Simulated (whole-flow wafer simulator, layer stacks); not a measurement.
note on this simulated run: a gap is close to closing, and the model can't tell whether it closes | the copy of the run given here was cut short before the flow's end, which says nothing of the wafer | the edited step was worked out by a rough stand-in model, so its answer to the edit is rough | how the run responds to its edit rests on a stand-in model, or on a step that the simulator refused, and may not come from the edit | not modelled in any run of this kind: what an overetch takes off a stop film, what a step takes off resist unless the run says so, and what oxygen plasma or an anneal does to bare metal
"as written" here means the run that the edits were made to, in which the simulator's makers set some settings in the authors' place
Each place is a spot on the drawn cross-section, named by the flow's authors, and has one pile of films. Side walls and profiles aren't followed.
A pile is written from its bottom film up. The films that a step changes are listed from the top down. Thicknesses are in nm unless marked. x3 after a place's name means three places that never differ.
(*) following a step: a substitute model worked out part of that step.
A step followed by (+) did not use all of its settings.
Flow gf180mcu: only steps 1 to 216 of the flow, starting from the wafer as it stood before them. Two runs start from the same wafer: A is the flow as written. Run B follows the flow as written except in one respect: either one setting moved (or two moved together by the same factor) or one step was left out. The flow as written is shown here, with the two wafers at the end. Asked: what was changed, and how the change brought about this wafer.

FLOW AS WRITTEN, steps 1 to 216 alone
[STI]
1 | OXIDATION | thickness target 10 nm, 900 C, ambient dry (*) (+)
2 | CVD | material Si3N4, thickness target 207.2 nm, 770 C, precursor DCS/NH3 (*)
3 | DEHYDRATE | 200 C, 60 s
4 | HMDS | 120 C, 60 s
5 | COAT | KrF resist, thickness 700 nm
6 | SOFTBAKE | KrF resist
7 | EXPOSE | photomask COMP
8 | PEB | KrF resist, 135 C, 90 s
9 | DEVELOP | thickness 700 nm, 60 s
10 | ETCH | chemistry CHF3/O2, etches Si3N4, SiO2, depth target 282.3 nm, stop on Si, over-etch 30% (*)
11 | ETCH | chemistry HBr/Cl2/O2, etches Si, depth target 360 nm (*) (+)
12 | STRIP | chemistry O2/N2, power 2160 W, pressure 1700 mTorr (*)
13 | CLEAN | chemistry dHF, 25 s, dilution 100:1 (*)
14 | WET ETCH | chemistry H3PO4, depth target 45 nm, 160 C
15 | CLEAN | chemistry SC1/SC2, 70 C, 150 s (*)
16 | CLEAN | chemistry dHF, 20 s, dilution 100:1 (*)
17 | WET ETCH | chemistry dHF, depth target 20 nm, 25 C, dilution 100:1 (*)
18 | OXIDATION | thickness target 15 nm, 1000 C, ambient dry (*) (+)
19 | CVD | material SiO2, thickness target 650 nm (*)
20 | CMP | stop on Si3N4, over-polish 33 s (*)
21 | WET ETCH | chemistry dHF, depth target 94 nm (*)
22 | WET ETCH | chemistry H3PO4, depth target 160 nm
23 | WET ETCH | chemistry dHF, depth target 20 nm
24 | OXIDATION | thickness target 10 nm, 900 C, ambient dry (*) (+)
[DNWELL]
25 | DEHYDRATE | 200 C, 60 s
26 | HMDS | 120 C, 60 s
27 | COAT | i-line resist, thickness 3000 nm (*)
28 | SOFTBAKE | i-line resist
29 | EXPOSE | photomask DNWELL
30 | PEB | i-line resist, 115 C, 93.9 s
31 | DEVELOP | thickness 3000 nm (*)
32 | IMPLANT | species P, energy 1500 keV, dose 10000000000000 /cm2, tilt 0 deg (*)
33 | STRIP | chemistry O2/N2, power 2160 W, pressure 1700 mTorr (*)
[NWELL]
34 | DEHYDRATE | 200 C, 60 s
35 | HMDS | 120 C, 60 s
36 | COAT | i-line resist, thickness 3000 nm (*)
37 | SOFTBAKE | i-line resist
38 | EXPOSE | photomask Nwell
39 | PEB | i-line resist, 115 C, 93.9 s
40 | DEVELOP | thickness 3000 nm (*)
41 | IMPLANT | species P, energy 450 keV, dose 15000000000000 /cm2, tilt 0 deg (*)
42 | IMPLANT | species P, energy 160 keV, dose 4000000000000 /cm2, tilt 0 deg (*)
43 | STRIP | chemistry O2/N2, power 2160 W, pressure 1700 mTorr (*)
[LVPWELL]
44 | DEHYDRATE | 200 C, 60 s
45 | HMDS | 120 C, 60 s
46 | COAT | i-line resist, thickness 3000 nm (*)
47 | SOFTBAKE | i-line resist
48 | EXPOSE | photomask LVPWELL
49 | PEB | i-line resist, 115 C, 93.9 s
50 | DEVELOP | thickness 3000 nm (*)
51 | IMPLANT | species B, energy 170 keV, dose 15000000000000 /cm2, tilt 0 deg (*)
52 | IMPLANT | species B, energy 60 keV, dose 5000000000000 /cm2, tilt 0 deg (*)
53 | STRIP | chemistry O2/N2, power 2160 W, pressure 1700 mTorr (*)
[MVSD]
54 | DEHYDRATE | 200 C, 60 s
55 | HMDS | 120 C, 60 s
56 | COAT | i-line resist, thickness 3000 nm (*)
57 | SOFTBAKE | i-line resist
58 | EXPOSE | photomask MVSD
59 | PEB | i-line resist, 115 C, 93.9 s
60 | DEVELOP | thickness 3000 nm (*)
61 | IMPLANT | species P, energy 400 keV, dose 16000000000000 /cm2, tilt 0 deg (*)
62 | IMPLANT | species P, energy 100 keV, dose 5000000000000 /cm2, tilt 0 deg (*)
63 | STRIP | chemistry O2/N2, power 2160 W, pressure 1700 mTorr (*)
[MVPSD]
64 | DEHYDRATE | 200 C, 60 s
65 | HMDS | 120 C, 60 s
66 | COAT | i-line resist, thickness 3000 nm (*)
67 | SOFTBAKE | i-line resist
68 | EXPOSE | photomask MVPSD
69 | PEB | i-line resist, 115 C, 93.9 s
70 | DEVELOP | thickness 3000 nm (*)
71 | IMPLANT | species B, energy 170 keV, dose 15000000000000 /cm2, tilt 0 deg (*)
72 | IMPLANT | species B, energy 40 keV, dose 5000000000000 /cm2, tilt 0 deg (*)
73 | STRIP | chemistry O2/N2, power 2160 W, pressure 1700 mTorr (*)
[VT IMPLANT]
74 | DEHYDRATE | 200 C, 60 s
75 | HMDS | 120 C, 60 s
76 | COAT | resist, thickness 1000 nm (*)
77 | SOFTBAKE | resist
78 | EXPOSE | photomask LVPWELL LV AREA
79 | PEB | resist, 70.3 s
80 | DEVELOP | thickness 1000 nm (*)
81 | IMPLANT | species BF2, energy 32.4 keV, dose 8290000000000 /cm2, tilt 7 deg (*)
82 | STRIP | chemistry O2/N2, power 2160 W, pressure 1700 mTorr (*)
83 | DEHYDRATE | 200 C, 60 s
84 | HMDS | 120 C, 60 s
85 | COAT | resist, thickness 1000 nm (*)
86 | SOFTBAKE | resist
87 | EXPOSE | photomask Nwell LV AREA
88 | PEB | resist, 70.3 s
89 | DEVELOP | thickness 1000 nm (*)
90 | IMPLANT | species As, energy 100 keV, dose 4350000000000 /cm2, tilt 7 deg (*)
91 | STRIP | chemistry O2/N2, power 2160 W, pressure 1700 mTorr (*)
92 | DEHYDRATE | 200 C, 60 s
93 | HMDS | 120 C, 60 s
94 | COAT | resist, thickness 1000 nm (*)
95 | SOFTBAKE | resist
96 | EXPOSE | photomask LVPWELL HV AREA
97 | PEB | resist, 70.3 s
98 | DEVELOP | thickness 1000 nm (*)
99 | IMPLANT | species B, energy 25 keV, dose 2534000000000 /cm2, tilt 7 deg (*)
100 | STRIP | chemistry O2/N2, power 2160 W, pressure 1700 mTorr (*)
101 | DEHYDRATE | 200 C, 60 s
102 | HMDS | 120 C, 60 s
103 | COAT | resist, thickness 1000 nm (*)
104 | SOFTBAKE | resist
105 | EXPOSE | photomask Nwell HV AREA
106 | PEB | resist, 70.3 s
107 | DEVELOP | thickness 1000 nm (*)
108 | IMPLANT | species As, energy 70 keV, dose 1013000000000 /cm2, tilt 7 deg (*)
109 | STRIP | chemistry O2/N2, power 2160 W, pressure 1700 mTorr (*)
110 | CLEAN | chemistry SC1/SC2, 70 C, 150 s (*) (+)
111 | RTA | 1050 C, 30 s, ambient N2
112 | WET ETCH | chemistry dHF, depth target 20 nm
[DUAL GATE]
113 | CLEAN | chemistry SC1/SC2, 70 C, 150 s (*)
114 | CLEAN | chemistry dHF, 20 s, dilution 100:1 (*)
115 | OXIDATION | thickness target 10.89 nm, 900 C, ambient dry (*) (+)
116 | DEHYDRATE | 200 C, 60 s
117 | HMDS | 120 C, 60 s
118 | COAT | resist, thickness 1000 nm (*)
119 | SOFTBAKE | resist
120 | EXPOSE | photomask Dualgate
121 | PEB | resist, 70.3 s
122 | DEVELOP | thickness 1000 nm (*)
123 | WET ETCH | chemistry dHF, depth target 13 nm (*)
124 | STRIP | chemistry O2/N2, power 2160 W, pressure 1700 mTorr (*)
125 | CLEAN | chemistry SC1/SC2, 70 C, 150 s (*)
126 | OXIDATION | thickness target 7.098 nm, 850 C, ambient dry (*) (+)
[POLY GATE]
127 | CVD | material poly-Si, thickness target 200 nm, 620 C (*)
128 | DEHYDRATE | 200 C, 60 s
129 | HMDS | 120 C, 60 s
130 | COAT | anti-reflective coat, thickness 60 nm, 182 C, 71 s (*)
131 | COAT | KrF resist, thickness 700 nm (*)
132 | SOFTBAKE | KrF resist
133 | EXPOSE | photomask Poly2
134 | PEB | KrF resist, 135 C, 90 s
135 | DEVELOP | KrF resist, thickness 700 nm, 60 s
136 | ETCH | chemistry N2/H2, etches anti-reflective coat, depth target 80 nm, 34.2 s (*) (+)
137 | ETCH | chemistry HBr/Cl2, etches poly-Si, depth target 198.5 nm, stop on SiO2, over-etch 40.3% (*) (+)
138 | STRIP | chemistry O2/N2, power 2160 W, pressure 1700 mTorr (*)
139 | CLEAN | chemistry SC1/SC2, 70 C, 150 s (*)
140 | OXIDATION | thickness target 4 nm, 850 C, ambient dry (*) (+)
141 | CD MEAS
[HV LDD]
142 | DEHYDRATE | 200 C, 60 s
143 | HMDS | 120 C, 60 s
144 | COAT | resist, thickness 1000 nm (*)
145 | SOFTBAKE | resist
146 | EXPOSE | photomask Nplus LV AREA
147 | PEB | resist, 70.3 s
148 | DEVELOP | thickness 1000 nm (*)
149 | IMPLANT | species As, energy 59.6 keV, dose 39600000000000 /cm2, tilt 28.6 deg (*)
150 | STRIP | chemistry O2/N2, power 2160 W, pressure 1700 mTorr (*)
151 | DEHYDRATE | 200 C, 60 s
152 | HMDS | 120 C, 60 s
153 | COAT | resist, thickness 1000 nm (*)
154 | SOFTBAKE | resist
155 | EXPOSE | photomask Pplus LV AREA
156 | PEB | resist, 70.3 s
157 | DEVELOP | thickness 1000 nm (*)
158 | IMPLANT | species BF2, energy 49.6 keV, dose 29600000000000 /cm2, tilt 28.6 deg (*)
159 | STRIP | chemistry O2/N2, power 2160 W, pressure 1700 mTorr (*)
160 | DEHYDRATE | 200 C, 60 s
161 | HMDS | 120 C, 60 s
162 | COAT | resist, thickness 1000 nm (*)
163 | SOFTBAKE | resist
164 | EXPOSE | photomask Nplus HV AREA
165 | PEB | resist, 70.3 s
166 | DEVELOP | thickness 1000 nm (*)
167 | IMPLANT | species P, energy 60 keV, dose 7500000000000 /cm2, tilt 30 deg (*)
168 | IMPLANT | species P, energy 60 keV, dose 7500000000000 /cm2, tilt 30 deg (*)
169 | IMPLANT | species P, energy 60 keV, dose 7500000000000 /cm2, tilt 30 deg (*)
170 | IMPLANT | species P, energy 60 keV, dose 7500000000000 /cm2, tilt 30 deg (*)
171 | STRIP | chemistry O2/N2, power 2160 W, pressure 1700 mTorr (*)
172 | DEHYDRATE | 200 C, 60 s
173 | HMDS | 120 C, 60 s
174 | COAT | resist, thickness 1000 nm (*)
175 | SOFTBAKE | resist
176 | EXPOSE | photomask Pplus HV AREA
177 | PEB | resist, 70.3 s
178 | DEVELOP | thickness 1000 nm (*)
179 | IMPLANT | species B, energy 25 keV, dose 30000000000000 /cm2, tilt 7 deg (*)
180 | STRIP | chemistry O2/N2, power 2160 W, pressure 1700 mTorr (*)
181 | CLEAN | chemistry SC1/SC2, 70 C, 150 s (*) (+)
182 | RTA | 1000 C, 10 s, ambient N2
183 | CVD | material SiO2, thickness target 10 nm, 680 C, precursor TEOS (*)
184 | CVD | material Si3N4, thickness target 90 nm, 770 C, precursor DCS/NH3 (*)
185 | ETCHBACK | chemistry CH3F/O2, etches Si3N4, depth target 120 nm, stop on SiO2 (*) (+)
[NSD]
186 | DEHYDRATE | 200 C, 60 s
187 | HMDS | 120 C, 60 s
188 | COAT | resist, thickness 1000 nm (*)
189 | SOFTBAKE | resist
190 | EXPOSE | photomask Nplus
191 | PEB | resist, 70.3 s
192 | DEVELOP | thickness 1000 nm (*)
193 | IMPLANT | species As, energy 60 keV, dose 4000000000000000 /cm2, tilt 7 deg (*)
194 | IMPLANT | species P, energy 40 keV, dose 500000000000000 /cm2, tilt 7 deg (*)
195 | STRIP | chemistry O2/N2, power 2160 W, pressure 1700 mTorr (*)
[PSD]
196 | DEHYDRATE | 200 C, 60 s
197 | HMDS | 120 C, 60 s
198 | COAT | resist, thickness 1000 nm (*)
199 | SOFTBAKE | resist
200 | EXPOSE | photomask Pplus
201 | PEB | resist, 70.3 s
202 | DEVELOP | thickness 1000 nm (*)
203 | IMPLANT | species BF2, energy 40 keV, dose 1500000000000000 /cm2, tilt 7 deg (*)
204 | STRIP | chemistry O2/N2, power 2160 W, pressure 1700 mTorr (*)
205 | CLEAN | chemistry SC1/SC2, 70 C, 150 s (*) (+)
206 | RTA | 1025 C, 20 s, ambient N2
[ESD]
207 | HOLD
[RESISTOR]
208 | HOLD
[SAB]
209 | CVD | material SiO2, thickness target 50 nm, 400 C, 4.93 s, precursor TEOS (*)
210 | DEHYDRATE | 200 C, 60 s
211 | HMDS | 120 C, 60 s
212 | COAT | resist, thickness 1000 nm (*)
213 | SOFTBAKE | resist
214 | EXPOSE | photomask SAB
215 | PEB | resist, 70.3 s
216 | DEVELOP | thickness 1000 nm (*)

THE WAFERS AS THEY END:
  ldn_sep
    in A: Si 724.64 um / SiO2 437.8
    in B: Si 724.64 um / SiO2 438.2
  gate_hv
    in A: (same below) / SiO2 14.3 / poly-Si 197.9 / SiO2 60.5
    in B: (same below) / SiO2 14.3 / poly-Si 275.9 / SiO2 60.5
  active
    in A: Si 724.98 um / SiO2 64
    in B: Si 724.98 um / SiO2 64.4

Cause: step 127, CVD: thickness target 278 nm was run, while the flow as written has thickness target 200 nm.

The path from the change to this, step by step:
  127 | CVD | material poly-Si, thickness target 200 nm, 620 C (*)
      field, field__w1, field__w2 and 89 more: A poly-Si gains 200 (new film) | B poly-Si gains 278 (new film)
  137 | ETCH | chemistry HBr/Cl2, etches poly-Si, depth target 198.5 nm, stop on SiO2, over-etch 40.3% (*) (+)
      field__w6, sti, m1 and 11 more: A poly-Si loses 198.8 (all of it), SiO2 loses 0.4 | B poly-Si loses 276.8 (all of it)
      field__w1, field__w2, field_sub__w3 and 7 more: A poly-Si loses 198.6 (all of it), SiO2 loses 0.4 | B poly-Si loses 276.6 (all of it)
      (as well as at 40 more places)
  144 | COAT | resist, thickness 1000 nm (*)
      polyc_n, polyc_p: A resist gains 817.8 (new film) | B resist gains 752.9 (new film)
      field_sub__w4: A resist gains 1047.7 (new film) | B resist gains 1070.7 (new film)
      (as well as at 30 more places)
  145 | SOFTBAKE | resist
      field__w1: A resist gains 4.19 | B resist gains 6.36
      field__w2: A resist gains 2.82 | B resist gains 4.31
      (as well as at 73 more places)
  147 | PEB | resist, 70.3 s
      ldn_ch, ldn_acc, ldp_ch, ldp_acc: A resist loses 13 | B resist loses 11.9
      field__w11, field_sub__w2, mim: A resist loses 16.6 | B resist loses 17.2
      (as well as at 28 more places)
  148 | DEVELOP | thickness 1000 nm (*)
      gate: A resist loses 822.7 (all of it) | B resist loses 757.8 (all of it)
      npoly_u: A resist loses 821.5 (all of it) | B resist loses 758.6 (all of it)
      (as well as at 3 more places)
  150 | STRIP | chemistry O2/N2, power 2160 W, pressure 1700 mTorr (*)
      field_sub__w4: A resist loses 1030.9 (all of it) | B resist loses 1053.5 (all of it)
      gate_hv: A resist loses 824.2 (all of it) | B resist loses 763.1 (all of it)
      (as well as at 25 more places)
  153 | COAT | resist, thickness 1000 nm (*)
      polyc_n, polyc_p: A resist gains 817.8 (new film) | B resist gains 752.9 (new film)
      field_sub__w4: A resist gains 1047.7 (new film) | B resist gains 1070.7 (new film)
      (as well as at 30 more places)
  154 | SOFTBAKE | resist
      field__w1: A resist gains 4.19 | B resist gains 6.36
      field__w2: A resist gains 2.82 | B resist gains 4.31
      (as well as at 73 more places)
  156 | PEB | resist, 70.3 s
      ldn_ch, ldn_acc, ldp_ch, ldp_acc: A resist loses 13 | B resist loses 11.9
      field__w11, field_sub__w2, mim: A resist loses 16.6 | B resist loses 17.2
      (as well as at 28 more places)
  157 | DEVELOP | thickness 1000 nm (*)
      gate_p: A resist loses 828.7 (all of it) | B resist loses 765.4 (all of it)
      ppoly_u: A resist loses 827 (all of it) | B resist loses 766.4 (all of it)
      (as well as at 3 more places)
  159 | STRIP | chemistry O2/N2, power 2160 W, pressure 1700 mTorr (*)
      field_sub__w4: A resist loses 1030.9 (all of it) | B resist loses 1053.5 (all of it)
      gate: A resist loses 822.7 (all of it) | B resist loses 757.8 (all of it)
      (as well as at 25 more places)
  162 | COAT | resist, thickness 1000 nm (*)
      polyc_n, polyc_p: A resist gains 817.8 (new film) | B resist gains 752.9 (new film)
      field_sub__w4: A resist gains 1047.7 (new film) | B resist gains 1070.7 (new film)
      (as well as at 30 more places)
  163 | SOFTBAKE | resist
      field__w1: A resist gains 4.19 | B resist gains 6.36
      field__w2: A resist gains 2.82 | B resist gains 4.31
      (as well as at 73 more places)
  165 | PEB | resist, 70.3 s
      ldn_ch, ldn_acc, ldp_ch, ldp_acc: A resist loses 13 | B resist loses 11.9
      field__w11, field_sub__w2, mim: A resist loses 16.6 | B resist loses 17.2
      (as well as at 28 more places)
  166 | DEVELOP | thickness 1000 nm (*)
      gate_hv: A resist loses 824.2 (all of it) | B resist loses 763.1 (all of it)
      gate_nat: A resist loses 854.5 (all of it) | B resist loses 805.2 (all of it)
      (as well as at 8 more places)
  ... 20 other steps ...
  216 | DEVELOP | thickness 1000 nm (*)
      field__w3, field__w12: A resist loses 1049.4 (all of it) | B resist loses 1073.4 (all of it)
      field__w2: A resist loses 1035.2 (all of it) | B resist loses 1059.2 (all of it)
      (as well as at 43 more places)
